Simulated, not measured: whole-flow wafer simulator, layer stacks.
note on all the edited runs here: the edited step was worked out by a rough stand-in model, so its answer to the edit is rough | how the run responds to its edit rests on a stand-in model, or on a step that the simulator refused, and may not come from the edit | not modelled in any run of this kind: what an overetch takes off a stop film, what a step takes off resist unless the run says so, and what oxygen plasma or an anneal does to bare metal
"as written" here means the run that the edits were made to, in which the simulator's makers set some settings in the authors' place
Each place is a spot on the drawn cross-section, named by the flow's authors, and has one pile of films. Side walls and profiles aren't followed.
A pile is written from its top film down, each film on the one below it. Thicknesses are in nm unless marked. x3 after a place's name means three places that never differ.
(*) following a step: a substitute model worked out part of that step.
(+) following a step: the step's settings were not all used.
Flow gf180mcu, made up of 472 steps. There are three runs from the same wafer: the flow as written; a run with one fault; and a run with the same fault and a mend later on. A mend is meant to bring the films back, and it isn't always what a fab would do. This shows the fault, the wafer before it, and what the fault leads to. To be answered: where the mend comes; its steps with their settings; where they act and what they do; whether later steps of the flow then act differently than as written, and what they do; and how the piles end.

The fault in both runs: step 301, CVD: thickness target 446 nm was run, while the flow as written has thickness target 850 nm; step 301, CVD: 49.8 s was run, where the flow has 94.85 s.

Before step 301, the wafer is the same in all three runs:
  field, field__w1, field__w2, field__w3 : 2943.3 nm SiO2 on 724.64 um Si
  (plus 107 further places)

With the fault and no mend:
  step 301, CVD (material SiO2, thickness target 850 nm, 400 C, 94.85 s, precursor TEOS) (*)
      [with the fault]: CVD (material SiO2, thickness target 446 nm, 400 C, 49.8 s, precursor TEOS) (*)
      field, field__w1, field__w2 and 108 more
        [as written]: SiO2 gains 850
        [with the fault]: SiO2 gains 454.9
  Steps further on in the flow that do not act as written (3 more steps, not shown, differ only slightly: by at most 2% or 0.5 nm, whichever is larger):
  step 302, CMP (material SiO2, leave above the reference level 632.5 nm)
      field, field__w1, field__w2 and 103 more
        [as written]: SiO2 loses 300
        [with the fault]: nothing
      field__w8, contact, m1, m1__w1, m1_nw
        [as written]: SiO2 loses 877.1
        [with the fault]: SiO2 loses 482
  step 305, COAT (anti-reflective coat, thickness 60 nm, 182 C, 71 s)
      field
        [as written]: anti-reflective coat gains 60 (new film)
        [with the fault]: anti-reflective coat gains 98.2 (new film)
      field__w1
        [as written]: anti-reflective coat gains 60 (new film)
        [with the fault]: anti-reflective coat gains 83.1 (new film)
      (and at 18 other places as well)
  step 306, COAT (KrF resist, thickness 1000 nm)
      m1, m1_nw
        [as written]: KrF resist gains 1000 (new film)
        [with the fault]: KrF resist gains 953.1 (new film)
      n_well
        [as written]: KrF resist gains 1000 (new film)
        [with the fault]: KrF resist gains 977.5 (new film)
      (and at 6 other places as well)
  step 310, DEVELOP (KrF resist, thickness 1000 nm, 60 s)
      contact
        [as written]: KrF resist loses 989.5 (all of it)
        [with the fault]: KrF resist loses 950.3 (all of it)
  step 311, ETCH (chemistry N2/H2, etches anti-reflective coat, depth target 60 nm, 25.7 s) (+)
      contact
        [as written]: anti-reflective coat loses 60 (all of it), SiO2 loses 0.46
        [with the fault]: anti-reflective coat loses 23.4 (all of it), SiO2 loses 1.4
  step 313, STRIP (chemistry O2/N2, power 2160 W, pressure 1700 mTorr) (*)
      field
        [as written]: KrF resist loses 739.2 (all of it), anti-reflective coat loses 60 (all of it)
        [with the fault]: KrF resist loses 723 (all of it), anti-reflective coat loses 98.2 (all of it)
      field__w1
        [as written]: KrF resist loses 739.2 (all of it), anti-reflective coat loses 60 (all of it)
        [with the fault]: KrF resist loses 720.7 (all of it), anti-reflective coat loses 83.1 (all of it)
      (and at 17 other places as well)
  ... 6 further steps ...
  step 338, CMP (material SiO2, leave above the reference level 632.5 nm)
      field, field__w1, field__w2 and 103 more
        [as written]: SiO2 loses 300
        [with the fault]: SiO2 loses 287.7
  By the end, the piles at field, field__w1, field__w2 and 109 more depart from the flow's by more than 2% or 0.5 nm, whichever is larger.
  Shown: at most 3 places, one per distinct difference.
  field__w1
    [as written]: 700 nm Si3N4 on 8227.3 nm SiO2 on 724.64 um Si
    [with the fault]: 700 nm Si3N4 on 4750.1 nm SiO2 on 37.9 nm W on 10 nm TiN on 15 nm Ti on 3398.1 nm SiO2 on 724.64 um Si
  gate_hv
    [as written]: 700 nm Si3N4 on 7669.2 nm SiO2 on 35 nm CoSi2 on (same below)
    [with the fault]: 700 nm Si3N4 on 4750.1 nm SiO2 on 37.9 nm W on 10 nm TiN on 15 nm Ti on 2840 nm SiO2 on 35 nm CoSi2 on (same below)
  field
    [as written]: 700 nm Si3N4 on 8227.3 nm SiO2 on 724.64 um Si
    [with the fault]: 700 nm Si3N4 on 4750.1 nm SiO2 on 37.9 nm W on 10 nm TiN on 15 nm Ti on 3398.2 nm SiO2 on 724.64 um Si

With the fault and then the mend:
  After step 301 comes the mend.
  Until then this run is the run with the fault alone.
  step 301a, CVD (material SiO2, thickness target 404 nm, 400 C, 45.08 s, precursor TEOS) (*) (the flow's step 301 again, with other settings)
      field, field__w1, field__w2 and 108 more
        SiO2 gains 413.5
  Steps further on in the flow that do not act as written:
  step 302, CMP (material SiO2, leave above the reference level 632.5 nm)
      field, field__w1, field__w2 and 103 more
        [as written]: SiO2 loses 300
        [with the mend]: SiO2 loses 318.4
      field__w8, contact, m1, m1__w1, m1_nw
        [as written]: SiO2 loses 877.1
        [with the mend]: SiO2 loses 895.4
  The piles end the same as the flow's at every place that both follow.
